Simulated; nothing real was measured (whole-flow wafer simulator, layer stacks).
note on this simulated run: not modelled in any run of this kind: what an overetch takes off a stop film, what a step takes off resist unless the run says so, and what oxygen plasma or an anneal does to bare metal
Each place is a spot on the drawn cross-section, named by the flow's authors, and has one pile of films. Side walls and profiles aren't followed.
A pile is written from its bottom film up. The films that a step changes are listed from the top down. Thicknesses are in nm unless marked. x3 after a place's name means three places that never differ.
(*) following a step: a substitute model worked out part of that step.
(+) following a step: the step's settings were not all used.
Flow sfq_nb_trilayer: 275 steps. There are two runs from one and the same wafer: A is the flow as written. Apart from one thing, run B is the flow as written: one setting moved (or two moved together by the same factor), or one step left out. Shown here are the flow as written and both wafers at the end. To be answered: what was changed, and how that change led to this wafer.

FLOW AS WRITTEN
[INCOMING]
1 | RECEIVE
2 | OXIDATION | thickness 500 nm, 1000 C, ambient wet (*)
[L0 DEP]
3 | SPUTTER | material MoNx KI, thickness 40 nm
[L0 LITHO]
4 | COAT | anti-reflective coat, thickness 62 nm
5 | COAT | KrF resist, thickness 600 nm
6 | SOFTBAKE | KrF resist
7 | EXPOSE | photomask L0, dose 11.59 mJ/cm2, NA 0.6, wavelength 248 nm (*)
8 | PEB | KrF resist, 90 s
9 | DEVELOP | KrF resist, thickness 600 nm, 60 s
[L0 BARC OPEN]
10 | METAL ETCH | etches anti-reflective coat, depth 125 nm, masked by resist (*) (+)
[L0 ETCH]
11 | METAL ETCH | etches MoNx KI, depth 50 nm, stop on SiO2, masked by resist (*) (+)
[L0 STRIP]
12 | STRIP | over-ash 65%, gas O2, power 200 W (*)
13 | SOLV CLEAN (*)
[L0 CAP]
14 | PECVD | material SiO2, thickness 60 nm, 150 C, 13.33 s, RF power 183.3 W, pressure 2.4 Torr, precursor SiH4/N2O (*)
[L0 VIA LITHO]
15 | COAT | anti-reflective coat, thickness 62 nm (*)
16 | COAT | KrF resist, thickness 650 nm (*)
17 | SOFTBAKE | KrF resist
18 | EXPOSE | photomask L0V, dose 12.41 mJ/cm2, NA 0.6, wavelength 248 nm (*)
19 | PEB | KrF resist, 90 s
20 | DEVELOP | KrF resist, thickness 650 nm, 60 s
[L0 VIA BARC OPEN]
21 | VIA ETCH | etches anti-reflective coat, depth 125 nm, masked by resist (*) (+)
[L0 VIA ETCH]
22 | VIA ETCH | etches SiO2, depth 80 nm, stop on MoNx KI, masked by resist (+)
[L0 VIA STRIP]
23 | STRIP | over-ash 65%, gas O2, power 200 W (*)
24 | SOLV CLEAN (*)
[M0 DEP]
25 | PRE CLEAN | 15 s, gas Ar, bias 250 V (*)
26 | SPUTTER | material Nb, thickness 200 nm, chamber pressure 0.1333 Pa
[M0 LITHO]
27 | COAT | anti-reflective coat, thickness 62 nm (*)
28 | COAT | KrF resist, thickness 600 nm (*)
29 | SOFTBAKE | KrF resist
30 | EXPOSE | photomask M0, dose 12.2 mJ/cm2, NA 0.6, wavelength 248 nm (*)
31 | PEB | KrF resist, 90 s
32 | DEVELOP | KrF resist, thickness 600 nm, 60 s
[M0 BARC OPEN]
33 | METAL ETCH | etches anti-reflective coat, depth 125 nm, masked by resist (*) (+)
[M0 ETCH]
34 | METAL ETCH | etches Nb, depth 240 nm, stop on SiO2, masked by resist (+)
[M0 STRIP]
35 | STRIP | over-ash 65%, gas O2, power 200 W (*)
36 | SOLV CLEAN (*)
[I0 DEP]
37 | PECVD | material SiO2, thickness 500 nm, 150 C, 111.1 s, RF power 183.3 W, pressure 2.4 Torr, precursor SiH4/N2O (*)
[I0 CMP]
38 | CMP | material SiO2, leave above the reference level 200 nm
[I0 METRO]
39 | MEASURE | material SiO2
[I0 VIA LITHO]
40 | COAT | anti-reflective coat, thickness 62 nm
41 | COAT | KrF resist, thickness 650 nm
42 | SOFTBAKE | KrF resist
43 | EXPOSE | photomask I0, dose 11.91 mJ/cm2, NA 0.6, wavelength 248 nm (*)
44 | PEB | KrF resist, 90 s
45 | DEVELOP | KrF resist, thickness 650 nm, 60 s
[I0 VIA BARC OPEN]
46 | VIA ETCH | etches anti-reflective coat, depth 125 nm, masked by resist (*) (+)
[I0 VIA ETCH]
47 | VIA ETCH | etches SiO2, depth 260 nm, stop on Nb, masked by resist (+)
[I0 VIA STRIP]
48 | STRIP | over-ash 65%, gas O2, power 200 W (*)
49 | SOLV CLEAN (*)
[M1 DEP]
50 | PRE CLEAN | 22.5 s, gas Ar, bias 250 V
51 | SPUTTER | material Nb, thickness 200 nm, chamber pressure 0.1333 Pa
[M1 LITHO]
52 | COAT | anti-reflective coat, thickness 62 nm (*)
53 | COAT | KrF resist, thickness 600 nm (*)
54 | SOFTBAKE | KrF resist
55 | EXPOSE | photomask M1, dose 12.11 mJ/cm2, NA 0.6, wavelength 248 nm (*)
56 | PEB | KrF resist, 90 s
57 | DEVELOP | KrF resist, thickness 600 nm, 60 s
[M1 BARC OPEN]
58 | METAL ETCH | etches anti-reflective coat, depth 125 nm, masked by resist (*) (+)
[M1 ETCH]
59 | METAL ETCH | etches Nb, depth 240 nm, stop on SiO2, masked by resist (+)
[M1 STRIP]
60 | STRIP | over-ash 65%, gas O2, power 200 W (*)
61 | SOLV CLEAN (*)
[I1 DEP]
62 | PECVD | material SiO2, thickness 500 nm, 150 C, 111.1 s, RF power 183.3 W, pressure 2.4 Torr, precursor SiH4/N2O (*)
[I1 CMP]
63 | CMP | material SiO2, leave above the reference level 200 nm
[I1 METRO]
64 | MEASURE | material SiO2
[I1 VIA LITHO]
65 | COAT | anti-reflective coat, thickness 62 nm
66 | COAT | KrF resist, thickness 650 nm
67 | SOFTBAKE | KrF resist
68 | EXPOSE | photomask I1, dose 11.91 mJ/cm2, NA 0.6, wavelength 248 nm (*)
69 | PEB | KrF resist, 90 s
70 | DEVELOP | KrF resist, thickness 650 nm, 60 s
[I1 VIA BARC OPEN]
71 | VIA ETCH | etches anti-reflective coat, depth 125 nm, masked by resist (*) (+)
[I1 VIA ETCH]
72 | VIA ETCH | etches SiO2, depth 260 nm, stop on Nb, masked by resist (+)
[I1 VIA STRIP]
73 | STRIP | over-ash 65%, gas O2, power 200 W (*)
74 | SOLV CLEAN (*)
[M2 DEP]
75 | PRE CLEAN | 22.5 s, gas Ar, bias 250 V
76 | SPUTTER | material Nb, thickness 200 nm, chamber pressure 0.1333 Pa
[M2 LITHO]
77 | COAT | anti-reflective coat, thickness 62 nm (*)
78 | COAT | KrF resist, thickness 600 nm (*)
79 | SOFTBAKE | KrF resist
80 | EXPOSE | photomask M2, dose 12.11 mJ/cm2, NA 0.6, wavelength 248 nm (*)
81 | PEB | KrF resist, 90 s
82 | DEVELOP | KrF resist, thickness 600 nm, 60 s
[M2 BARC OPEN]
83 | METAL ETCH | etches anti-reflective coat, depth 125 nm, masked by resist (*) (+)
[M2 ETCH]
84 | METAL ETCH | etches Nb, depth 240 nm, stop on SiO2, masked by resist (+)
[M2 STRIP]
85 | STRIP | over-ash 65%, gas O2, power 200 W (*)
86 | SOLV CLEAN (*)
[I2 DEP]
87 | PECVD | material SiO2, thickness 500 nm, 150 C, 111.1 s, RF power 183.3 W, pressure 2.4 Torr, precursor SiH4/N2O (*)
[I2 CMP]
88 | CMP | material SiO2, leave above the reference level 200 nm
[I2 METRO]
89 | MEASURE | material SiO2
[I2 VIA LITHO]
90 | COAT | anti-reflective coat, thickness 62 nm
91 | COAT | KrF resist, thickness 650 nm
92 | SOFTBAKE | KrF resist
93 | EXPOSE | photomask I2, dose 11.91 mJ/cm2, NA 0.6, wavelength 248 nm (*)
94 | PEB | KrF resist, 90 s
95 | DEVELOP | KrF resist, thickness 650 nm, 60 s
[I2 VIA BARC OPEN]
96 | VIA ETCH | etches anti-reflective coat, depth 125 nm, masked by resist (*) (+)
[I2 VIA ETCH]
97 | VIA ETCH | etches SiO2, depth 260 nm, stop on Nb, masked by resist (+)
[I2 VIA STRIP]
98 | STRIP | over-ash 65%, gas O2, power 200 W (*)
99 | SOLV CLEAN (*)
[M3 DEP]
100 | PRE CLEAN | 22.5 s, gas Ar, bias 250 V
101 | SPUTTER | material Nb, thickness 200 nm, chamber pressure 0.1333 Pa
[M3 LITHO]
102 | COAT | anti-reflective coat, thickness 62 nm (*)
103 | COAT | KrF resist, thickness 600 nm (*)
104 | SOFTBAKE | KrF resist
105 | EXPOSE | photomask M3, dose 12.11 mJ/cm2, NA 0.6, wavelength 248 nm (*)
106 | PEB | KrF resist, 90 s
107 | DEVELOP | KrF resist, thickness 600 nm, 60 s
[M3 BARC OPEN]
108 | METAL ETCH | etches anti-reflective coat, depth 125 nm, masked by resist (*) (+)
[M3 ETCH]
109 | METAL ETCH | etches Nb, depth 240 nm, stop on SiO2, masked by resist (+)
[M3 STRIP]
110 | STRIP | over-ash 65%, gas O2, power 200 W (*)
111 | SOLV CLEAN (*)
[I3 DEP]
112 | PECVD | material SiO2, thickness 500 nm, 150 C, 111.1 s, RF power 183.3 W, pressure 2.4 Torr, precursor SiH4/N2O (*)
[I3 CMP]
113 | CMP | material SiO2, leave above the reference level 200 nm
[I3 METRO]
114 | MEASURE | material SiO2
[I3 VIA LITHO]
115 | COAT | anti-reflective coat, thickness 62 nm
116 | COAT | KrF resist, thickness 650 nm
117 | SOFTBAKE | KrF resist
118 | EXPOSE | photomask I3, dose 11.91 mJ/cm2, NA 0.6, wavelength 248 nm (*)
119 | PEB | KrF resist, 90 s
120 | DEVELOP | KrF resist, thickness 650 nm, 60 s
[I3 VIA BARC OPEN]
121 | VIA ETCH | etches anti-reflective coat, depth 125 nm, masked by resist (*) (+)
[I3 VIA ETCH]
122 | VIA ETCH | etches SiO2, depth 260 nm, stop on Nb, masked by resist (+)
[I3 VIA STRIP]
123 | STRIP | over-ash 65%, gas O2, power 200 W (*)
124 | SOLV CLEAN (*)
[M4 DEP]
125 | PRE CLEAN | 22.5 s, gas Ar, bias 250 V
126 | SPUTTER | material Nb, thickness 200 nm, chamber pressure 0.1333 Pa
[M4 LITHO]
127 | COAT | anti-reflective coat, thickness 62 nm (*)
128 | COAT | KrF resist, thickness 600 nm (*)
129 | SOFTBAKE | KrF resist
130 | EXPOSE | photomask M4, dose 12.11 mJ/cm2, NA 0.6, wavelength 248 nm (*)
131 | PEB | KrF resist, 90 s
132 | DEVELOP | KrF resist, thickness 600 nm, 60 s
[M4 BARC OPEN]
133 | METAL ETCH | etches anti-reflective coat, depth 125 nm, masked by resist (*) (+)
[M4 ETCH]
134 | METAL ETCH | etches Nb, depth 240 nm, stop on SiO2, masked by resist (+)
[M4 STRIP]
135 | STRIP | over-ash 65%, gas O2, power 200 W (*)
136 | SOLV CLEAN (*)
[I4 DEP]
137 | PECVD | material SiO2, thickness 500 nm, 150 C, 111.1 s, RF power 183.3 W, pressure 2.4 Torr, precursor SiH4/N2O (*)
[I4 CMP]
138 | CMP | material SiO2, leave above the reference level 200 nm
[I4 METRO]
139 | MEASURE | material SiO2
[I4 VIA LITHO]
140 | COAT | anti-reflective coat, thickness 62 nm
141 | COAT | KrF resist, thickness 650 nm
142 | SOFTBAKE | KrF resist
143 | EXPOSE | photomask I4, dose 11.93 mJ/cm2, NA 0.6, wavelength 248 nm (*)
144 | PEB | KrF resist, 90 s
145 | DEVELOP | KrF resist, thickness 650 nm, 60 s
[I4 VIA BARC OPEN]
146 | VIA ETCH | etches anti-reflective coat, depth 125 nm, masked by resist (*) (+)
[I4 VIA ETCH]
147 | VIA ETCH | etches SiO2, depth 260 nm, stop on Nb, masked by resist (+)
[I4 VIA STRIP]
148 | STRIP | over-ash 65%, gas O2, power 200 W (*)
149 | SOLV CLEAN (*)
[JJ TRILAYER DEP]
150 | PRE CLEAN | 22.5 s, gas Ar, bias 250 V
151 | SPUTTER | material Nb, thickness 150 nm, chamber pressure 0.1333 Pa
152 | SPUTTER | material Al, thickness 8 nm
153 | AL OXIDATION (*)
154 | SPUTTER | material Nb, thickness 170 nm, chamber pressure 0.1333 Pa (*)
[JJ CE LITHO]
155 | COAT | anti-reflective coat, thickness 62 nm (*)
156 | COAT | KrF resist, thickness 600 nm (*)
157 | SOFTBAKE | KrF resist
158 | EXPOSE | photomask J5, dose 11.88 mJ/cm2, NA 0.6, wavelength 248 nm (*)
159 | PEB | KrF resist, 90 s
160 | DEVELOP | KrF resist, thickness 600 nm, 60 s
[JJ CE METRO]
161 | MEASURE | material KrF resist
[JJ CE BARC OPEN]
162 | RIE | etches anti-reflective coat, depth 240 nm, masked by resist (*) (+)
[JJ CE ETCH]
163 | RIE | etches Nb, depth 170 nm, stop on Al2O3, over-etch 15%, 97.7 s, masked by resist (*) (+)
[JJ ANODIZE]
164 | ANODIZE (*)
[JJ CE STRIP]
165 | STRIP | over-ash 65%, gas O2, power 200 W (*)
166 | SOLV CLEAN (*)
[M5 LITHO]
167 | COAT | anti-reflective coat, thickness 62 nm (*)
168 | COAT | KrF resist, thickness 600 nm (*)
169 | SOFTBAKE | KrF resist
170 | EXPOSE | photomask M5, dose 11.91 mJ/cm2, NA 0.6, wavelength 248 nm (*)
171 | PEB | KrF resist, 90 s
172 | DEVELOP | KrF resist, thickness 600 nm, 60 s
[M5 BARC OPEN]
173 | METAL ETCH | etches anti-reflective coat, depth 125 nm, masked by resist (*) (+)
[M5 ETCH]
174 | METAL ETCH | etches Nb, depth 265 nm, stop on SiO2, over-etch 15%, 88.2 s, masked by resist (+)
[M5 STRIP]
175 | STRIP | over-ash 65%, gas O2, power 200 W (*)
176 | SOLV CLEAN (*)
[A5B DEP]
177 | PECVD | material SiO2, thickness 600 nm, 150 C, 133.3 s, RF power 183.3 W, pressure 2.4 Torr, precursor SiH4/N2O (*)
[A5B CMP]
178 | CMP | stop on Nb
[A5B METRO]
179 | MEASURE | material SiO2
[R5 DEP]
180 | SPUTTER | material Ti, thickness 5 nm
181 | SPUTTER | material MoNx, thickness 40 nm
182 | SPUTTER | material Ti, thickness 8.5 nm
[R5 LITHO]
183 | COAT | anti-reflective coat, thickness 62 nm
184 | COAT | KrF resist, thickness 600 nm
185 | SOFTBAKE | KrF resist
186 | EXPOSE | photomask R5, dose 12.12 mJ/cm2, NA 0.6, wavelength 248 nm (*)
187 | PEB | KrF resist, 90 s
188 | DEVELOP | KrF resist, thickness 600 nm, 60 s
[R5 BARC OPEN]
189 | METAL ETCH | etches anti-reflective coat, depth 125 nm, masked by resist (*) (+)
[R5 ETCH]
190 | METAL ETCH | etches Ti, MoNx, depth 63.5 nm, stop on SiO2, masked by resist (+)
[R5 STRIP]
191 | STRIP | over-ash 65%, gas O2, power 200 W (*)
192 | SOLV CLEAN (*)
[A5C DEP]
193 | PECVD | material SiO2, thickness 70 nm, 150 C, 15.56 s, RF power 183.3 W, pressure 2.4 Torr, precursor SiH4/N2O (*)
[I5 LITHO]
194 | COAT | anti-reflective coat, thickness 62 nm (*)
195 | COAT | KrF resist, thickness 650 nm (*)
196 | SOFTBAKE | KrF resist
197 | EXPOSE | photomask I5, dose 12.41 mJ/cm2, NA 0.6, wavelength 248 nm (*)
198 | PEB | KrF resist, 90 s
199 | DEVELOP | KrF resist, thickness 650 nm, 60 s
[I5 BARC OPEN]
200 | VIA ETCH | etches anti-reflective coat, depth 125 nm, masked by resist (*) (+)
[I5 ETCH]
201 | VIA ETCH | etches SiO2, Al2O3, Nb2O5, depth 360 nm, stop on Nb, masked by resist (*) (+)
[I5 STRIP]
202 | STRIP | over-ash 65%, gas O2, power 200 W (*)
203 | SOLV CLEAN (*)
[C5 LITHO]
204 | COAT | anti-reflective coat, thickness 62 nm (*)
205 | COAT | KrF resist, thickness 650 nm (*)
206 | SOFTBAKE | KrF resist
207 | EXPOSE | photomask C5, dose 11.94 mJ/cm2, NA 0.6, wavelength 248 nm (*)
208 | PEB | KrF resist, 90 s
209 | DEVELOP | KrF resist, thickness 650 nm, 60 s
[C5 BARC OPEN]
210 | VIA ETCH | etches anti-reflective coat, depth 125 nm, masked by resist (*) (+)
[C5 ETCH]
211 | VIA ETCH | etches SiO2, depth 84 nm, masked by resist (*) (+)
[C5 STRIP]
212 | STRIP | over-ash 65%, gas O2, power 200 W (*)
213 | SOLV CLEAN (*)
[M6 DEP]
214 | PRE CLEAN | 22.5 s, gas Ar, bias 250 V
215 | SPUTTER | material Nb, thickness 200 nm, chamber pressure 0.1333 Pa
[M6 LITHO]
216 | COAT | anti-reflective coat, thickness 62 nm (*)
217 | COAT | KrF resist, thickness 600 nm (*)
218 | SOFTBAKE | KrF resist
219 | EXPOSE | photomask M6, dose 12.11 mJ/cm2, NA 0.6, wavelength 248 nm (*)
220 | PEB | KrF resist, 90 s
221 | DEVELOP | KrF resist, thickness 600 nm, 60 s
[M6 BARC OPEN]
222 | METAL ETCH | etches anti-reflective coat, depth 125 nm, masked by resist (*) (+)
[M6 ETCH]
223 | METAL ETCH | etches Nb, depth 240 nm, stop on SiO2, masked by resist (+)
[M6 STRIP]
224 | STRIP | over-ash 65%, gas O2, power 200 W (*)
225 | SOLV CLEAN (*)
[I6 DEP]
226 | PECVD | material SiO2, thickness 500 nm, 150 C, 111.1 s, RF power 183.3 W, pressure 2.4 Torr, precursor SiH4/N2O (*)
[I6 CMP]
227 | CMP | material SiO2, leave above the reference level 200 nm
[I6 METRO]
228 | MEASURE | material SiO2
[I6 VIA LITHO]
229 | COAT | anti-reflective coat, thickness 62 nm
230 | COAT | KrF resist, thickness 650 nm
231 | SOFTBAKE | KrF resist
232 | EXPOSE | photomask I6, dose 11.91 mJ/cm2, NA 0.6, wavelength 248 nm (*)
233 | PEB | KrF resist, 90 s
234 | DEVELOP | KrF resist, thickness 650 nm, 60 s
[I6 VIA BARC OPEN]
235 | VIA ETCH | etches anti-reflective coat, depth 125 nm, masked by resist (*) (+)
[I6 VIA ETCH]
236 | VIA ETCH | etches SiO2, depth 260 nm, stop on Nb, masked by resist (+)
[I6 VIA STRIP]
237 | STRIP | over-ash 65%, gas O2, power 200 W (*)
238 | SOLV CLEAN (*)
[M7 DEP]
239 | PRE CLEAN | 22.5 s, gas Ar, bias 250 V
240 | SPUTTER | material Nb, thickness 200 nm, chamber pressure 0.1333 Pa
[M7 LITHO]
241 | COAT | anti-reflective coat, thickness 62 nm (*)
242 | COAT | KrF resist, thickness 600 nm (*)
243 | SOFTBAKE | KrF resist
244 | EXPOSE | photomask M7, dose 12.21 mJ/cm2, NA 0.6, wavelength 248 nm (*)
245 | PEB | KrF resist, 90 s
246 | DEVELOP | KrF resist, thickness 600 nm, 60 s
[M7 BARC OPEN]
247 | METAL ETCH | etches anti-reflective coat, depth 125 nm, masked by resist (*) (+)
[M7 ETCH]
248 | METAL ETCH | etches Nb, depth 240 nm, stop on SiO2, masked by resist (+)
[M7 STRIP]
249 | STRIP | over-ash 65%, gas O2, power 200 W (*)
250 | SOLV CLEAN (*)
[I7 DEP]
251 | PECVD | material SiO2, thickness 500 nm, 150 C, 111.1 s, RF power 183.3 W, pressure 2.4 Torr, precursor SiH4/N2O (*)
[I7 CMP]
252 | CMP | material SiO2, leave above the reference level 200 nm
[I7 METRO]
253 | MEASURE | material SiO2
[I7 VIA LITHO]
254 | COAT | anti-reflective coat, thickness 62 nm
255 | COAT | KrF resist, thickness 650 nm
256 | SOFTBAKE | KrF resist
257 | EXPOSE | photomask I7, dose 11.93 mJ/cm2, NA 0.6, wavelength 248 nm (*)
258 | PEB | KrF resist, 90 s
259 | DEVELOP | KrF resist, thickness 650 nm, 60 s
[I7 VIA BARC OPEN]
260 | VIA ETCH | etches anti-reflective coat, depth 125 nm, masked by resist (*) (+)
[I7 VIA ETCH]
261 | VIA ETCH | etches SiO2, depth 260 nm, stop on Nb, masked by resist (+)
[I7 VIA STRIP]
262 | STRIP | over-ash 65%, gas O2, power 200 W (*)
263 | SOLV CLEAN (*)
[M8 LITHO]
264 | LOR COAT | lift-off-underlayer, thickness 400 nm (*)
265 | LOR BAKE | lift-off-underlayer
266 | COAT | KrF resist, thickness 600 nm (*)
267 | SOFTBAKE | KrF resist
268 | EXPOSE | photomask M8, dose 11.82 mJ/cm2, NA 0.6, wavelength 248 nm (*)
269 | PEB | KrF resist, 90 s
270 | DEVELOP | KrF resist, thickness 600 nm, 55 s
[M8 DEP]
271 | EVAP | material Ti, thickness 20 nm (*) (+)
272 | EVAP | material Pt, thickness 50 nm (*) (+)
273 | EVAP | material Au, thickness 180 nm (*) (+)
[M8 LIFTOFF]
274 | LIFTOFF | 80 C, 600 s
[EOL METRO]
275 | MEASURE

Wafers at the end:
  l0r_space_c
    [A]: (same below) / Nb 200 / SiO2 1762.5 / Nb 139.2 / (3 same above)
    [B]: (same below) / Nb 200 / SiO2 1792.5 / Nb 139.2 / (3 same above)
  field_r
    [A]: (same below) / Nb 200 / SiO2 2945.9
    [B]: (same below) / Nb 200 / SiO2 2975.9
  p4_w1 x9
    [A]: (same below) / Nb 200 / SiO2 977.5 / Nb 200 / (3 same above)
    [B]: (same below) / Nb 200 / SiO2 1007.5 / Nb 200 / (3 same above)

Cause: step 76, SPUTTER: thickness 230 nm was run, while the flow as written has thickness 200 nm.

Step by step, how the change led to this:
  76 | SPUTTER | material Nb, thickness 200 nm, chamber pressure 0.1333 Pa
      field_l, v_sur, via_wl and 102 more: A +200 Nb (new film) | B +230 Nb (new film)
      via_v: A +174.5 Nb | B +201 Nb
  84 | METAL ETCH | etches Nb, depth 240 nm, stop on SiO2, masked by resist (+)
      field_l, be, be_sur and 81 more: A -200 Nb (all of it) | B -230 Nb (all of it)
  87 | PECVD | material SiO2, thickness 500 nm, 150 C, 111.1 s, RF power 183.3 W, pressure 2.4 Torr, precursor SiH4/N2O (*)
      via_v: A +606 SiO2 (new film) | B +585 SiO2 (new film)
  88 | CMP | material SiO2, leave above the reference level 200 nm
      field_l, be, be_sur and 81 more: A -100 SiO2 | B -70 SiO2
      via_v: A -181.6 SiO2 | B -157.1 SiO2
